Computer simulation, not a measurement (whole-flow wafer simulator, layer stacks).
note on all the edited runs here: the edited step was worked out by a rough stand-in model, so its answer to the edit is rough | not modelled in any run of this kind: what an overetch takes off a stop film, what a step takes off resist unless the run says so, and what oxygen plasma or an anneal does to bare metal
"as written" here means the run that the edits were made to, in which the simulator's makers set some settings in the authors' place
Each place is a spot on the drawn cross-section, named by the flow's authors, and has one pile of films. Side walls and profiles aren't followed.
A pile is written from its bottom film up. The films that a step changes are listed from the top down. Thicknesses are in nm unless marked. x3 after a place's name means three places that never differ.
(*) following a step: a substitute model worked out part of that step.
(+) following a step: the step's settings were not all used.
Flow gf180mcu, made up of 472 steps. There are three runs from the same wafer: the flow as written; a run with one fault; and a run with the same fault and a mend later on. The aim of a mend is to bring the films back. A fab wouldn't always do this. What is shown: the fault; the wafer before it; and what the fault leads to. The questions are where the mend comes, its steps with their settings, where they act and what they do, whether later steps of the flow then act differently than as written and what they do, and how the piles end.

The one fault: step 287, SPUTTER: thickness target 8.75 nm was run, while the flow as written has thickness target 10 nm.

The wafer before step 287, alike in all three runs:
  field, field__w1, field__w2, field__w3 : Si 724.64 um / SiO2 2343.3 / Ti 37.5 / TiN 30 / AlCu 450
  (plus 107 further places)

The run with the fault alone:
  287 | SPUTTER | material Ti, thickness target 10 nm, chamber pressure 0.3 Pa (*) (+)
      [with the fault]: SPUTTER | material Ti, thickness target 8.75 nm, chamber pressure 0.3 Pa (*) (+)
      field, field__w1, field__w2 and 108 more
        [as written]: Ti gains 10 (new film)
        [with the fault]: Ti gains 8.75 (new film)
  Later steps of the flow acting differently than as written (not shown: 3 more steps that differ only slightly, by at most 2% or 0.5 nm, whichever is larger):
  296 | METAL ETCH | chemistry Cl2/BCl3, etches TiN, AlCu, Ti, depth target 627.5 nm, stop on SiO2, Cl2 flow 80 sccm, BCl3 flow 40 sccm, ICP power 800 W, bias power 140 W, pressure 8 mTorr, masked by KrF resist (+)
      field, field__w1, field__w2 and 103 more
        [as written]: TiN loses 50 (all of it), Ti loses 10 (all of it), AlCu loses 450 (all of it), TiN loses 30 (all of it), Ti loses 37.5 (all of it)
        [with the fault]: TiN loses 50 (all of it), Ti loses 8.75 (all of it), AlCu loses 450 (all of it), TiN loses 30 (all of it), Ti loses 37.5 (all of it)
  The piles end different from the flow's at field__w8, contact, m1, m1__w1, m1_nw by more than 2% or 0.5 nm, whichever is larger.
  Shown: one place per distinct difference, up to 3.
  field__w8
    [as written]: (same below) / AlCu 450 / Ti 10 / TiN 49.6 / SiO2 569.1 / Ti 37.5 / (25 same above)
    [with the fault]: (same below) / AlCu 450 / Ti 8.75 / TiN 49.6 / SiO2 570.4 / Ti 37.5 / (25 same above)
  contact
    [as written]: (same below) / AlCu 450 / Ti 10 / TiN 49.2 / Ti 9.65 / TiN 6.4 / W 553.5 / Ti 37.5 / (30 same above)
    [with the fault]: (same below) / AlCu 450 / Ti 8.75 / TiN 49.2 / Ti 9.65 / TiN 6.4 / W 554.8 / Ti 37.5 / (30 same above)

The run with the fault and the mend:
  After step 287 comes the mend.
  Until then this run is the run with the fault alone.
  287a | SPUTTER | material Ti, thickness target 1.25 nm, chamber pressure 0.3 Pa (*) (+) (the flow's step 287 again, with other settings)
      field, field__w1, field__w2 and 108 more
        Ti gains 1.25
  None of the later steps of the flow acts differently than as written at any place that is followed.
  The piles end the same as the flow's at every place that both follow.
